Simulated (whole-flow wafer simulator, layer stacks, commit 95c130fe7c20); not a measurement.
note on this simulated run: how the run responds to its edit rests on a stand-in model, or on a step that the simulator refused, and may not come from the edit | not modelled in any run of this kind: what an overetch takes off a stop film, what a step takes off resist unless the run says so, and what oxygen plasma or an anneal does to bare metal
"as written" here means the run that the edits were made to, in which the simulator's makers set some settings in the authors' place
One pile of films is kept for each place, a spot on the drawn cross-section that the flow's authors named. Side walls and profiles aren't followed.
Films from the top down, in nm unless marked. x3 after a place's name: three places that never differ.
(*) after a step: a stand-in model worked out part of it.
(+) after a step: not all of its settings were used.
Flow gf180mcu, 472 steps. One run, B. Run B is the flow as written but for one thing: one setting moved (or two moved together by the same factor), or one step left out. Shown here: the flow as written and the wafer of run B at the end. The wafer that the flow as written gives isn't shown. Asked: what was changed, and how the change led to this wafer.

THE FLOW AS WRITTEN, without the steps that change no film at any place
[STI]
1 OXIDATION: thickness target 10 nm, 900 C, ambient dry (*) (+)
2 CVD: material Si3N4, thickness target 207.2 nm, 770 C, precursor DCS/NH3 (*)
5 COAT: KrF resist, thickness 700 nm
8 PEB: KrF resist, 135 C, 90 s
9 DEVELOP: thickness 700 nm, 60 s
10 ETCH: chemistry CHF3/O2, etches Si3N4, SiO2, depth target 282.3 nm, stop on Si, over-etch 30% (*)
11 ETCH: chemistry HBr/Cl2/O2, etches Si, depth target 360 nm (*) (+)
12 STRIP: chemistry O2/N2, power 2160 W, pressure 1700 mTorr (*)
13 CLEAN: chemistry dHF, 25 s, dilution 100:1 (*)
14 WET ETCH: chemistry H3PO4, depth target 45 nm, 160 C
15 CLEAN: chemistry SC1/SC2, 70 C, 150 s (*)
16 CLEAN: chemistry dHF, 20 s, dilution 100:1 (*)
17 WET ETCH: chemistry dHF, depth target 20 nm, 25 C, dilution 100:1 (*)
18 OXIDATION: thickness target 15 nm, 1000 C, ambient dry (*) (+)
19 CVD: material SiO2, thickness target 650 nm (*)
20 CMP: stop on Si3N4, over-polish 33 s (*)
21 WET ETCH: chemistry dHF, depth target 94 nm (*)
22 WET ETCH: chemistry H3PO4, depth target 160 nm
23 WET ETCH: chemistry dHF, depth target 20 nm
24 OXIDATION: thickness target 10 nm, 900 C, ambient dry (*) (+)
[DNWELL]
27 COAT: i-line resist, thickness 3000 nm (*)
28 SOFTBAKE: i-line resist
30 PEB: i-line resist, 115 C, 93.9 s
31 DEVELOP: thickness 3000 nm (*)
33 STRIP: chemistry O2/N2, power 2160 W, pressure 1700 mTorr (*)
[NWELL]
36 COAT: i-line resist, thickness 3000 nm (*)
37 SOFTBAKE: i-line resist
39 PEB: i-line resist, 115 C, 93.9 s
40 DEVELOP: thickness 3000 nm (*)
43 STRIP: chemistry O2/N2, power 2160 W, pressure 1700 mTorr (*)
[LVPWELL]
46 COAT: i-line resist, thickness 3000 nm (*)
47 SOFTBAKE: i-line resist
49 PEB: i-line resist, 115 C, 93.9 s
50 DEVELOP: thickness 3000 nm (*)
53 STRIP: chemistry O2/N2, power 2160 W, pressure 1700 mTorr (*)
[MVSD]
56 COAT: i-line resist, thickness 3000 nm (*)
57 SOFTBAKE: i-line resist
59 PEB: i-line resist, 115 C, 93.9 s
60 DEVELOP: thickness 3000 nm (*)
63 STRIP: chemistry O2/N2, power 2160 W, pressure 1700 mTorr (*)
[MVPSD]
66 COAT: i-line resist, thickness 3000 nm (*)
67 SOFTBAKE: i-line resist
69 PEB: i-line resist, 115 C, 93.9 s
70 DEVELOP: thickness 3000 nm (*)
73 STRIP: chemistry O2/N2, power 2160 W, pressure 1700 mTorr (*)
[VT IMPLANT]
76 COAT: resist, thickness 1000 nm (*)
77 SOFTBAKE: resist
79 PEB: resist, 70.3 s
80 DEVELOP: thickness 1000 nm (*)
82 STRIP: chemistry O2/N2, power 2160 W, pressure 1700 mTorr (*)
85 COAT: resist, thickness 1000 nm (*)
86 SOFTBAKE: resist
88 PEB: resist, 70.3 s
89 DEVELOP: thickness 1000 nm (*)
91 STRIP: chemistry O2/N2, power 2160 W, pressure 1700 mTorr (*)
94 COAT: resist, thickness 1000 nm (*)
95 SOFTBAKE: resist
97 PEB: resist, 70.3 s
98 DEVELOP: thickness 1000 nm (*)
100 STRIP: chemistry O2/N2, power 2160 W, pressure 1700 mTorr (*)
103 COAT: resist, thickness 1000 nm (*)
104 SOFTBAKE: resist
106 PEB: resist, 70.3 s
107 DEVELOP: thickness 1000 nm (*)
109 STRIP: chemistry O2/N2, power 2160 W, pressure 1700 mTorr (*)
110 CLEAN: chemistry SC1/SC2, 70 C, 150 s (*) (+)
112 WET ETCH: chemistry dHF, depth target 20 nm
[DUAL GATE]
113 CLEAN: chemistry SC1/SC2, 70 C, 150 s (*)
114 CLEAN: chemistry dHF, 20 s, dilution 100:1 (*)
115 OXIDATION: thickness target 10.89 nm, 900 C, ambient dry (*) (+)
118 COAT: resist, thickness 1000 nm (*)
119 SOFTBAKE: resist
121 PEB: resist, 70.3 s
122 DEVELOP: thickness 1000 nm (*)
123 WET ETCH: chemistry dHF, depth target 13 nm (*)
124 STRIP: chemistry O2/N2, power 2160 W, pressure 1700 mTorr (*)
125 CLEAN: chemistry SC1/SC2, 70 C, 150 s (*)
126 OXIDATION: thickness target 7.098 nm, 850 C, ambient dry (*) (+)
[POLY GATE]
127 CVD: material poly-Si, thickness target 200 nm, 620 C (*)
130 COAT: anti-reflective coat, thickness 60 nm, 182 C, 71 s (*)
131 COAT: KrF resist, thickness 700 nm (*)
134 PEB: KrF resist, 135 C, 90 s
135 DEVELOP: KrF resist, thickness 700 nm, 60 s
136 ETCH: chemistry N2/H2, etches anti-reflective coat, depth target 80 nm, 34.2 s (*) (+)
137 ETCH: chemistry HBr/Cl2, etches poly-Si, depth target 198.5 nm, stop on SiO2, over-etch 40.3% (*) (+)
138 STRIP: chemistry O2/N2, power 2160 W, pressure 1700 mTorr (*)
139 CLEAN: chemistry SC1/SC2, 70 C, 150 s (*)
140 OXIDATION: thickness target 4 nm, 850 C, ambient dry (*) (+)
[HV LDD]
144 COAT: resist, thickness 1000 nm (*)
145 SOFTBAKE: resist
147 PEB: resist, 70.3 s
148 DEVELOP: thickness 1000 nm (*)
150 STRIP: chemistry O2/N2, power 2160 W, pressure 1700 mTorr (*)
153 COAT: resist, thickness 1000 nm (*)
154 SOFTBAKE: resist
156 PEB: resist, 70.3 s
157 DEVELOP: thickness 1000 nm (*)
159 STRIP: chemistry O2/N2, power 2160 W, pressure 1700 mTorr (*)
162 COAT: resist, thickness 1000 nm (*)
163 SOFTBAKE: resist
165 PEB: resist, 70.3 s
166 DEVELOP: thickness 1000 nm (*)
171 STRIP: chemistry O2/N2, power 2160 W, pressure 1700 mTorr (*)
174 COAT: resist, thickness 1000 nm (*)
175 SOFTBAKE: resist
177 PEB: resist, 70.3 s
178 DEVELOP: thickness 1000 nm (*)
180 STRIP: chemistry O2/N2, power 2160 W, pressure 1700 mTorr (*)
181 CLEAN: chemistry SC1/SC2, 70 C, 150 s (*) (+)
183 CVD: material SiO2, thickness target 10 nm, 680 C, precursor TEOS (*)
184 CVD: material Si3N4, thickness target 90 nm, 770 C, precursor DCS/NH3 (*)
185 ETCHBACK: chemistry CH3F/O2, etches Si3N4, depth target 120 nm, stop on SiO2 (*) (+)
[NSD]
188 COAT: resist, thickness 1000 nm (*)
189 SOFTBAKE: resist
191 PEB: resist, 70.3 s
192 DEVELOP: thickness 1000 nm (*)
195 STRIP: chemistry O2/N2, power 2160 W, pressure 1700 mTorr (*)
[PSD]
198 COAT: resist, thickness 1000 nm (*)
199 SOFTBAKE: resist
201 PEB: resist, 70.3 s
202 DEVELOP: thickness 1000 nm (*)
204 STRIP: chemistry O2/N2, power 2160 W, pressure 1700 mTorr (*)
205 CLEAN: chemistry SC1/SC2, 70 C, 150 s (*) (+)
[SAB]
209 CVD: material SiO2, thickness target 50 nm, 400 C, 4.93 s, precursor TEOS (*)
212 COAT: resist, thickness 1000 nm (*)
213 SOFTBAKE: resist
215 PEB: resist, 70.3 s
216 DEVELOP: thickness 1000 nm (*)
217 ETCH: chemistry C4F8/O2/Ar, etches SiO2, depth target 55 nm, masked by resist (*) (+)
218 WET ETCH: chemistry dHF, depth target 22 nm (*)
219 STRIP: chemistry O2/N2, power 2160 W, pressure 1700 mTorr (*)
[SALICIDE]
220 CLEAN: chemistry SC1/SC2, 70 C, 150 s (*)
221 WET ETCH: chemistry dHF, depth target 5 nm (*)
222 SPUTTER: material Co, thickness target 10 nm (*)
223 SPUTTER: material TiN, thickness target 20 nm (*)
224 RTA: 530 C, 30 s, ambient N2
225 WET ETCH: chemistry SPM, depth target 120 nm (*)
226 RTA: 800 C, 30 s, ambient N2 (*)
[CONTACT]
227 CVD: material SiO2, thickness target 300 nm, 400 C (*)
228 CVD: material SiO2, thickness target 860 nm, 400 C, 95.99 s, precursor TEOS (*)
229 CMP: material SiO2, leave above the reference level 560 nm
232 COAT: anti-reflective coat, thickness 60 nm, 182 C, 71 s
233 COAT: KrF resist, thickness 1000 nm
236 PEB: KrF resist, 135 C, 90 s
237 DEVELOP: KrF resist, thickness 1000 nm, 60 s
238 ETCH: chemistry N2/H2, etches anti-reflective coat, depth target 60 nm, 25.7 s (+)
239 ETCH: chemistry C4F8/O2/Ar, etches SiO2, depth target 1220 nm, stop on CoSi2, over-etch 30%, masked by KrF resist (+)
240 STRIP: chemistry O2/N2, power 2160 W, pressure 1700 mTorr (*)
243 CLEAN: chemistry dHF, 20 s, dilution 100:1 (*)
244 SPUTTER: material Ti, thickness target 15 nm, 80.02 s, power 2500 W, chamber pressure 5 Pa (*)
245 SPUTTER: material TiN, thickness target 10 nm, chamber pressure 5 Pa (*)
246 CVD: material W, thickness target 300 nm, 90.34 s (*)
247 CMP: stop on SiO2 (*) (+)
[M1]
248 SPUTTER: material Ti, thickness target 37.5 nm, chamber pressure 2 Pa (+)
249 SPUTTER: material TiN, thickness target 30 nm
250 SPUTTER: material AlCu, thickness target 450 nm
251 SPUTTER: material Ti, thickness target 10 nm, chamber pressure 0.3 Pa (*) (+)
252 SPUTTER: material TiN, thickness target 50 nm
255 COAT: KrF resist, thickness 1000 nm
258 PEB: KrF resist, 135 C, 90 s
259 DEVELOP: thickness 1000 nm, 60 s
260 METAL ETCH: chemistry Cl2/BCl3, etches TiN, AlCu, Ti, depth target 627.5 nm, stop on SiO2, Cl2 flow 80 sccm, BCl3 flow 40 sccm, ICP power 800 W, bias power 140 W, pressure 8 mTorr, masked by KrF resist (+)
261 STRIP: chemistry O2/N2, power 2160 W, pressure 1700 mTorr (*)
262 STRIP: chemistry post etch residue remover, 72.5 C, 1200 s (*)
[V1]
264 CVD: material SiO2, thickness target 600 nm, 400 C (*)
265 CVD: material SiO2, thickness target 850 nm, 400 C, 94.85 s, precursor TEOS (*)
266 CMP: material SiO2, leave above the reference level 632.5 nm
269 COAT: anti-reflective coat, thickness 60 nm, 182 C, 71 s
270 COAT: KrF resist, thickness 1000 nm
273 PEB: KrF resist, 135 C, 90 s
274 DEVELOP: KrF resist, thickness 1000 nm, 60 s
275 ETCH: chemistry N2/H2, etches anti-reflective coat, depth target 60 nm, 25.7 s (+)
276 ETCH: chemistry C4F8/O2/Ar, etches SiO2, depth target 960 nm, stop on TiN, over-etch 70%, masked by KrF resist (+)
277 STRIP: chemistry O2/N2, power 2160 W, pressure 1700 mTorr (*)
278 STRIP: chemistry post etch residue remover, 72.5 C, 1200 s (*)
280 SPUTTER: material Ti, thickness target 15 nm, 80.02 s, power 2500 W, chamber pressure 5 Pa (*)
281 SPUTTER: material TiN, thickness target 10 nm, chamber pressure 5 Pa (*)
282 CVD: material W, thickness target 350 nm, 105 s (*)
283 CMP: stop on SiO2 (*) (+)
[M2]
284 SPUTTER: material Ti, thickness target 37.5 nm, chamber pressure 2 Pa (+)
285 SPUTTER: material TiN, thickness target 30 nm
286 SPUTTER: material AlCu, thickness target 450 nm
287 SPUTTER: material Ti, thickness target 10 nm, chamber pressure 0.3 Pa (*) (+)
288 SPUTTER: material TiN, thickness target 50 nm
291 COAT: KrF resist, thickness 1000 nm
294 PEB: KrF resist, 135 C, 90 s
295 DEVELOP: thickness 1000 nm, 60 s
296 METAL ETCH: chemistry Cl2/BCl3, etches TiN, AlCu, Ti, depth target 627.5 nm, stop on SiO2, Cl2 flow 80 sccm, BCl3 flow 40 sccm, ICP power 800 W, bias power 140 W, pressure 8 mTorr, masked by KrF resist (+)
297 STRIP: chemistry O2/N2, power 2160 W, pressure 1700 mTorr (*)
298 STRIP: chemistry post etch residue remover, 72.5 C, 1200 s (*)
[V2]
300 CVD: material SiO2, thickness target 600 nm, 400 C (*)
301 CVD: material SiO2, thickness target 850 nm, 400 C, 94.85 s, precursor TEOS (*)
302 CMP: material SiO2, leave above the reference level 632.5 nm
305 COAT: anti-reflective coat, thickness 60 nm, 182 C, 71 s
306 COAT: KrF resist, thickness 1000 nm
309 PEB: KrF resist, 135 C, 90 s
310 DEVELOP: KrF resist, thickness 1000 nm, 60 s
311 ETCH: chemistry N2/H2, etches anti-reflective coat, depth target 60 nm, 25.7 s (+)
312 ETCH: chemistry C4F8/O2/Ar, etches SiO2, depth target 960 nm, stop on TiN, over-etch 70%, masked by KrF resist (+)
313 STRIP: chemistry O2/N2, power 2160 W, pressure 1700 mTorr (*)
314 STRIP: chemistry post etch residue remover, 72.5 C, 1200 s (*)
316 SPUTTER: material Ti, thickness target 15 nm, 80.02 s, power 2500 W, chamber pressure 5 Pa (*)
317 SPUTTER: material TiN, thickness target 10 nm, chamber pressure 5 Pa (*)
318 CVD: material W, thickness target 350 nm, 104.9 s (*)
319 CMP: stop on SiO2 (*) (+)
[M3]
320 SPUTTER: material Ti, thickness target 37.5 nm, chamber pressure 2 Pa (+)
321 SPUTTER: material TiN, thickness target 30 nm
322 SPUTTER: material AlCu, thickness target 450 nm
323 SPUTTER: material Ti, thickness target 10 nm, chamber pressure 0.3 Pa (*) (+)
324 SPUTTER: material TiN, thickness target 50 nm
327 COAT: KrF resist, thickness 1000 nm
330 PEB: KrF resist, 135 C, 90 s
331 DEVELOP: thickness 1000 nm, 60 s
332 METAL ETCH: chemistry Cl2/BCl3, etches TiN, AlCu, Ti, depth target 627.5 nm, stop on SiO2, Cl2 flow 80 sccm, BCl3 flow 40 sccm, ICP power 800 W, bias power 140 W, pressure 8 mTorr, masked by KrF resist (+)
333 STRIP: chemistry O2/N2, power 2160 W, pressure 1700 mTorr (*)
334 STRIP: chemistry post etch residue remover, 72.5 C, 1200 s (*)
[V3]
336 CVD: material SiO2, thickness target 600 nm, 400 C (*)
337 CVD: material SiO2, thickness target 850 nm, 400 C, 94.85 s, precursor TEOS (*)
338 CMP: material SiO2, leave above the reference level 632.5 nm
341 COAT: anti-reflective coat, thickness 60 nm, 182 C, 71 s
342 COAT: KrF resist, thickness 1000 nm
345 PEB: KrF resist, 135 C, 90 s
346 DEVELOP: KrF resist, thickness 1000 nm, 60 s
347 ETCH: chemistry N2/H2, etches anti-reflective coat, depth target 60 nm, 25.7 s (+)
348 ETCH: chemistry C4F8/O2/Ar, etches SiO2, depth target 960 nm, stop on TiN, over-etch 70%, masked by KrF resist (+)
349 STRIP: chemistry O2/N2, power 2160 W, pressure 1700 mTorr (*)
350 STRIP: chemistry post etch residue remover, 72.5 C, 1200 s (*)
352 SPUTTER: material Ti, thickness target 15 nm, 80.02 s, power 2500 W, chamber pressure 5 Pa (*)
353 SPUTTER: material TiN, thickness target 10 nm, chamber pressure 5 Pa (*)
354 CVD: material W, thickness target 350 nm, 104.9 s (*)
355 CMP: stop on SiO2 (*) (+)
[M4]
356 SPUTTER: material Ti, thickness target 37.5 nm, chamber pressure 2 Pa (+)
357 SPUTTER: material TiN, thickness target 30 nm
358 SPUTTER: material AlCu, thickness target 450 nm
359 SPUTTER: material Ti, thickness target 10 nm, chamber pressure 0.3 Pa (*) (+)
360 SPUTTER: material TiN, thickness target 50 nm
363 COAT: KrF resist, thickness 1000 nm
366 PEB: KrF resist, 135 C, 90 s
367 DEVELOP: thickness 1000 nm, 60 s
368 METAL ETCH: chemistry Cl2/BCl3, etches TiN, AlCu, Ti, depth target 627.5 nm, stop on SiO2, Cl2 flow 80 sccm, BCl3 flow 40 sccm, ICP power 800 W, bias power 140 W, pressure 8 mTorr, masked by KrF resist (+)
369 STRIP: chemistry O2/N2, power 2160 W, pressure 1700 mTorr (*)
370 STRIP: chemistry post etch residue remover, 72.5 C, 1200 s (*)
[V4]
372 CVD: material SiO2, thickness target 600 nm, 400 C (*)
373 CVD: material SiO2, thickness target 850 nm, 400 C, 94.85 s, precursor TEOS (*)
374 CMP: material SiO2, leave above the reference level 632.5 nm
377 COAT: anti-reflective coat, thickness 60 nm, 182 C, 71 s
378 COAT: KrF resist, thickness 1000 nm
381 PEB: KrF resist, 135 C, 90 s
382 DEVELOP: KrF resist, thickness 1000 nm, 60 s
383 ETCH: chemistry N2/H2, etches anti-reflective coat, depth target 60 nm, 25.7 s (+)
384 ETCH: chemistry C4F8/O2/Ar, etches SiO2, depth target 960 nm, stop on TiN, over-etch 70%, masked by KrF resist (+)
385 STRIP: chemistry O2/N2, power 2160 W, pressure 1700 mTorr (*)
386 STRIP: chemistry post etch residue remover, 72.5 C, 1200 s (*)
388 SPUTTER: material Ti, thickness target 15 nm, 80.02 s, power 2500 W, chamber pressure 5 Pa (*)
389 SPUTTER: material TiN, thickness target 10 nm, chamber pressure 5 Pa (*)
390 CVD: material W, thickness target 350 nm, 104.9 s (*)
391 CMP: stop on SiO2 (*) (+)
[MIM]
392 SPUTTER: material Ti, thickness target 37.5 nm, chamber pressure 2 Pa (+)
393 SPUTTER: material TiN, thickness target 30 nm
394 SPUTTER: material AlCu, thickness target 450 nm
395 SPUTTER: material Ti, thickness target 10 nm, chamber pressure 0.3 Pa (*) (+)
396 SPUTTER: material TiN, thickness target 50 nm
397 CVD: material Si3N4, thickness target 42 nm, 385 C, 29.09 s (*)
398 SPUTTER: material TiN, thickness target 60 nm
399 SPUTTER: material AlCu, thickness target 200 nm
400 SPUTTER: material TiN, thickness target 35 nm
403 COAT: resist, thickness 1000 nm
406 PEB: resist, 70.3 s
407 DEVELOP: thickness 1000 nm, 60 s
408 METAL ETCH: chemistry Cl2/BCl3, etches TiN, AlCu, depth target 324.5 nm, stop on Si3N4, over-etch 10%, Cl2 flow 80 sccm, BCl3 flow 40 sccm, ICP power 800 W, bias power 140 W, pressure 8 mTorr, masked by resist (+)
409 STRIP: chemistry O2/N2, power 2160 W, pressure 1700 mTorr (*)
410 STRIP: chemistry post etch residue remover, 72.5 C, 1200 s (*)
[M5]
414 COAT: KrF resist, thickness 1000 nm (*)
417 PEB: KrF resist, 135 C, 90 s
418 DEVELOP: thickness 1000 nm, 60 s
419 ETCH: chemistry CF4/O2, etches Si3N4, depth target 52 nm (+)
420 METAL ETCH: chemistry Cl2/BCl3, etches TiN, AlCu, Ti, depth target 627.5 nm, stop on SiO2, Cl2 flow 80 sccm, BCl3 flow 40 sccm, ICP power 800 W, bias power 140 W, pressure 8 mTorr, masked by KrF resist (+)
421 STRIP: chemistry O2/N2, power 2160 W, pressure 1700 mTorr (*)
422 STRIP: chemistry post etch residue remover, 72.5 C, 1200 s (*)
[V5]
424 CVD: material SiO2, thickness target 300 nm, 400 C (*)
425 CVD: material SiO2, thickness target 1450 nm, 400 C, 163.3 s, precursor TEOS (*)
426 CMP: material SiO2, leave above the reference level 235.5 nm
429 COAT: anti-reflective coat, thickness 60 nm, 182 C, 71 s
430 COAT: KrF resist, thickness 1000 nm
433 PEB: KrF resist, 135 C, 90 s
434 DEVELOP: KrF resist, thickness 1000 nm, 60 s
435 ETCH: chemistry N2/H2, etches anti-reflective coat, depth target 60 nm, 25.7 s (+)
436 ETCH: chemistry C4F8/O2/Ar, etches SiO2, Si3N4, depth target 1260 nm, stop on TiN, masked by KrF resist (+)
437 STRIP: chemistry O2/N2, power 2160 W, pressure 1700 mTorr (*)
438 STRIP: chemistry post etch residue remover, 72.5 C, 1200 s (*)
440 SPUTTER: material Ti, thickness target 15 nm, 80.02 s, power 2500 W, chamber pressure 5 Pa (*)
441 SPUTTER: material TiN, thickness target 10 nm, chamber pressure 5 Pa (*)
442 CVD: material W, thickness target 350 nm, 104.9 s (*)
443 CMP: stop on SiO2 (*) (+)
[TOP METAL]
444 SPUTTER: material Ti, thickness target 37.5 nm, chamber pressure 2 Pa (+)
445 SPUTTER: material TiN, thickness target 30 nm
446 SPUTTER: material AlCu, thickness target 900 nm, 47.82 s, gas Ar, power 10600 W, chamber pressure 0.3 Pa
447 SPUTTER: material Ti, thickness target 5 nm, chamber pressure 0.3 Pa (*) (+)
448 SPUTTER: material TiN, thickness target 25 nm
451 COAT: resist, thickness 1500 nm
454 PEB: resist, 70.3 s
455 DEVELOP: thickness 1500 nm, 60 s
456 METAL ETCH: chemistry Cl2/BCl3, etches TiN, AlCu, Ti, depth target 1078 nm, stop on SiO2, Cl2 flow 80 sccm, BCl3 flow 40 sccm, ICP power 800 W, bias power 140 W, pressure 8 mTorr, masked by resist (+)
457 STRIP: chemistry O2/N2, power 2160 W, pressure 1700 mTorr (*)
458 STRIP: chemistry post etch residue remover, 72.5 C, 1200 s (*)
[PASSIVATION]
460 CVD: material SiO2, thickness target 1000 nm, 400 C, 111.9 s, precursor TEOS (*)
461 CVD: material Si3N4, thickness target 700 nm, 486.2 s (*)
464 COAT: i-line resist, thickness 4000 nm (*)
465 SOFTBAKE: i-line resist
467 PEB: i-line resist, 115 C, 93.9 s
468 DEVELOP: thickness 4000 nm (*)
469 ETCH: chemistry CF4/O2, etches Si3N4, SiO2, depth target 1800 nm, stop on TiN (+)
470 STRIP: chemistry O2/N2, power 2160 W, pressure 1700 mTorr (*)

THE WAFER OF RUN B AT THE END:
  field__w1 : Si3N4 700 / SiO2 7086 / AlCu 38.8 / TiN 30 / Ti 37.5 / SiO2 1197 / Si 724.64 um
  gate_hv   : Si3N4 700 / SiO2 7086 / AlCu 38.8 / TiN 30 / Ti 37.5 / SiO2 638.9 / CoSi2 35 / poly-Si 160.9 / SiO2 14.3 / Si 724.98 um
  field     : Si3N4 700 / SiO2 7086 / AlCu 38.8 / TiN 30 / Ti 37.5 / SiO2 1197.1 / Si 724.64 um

The cause: step 250, SPUTTER: thickness target 612 nm was run, where the flow has thickness target 450 nm.

How the change led to this, step by step:
  250 SPUTTER: material AlCu, thickness target 450 nm
      field, field__w1, field__w2 and 108 more: AlCu +612 (new film) (as written it would be: AlCu +450 (new film))
  260 METAL ETCH: chemistry Cl2/BCl3, etches TiN, AlCu, Ti, depth target 627.5 nm, stop on SiO2, Cl2 flow 80 sccm, BCl3 flow 40 sccm, ICP power 800 W, bias power 140 W, pressure 8 mTorr, masked by KrF resist (+)
      field, field__w1, field__w2 and 99 more: TiN -50 (all of it), Ti -10 (all of it), AlCu -567.5 (as written it would be: TiN -50 (all of it), Ti -10 (all of it), AlCu -450 (all of it), TiN -30 (all of it), Ti -37.5 (all of it))
  262 STRIP: chemistry post etch residue remover, 72.5 C, 1200 s (*)
      field, field__w1, field__w2 and 99 more: AlCu -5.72 (as written it would be: nothing)
  264 CVD: material SiO2, thickness target 600 nm, 400 C (*)
      field, field__w1, field__w2 and 99 more: SiO2 +600 (new film) (as written it would be: SiO2 +600)
  266 CMP: material SiO2, leave above the reference level 632.5 nm
      field, field__w1, field__w2 and 99 more: SiO2 -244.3 (as written it would be: SiO2 -300)
Counting metal films that touch as one body, field__w1 has 1 body; the flow as written gives 0 bodies.
Counting metal films that touch as one body, gate_hv has 2 bodies (between them, from the top down: SiO2 638.9); the flow as written gives 1 body.
Counting metal films that touch as one body, field has 1 body; the flow as written gives 0 bodies.
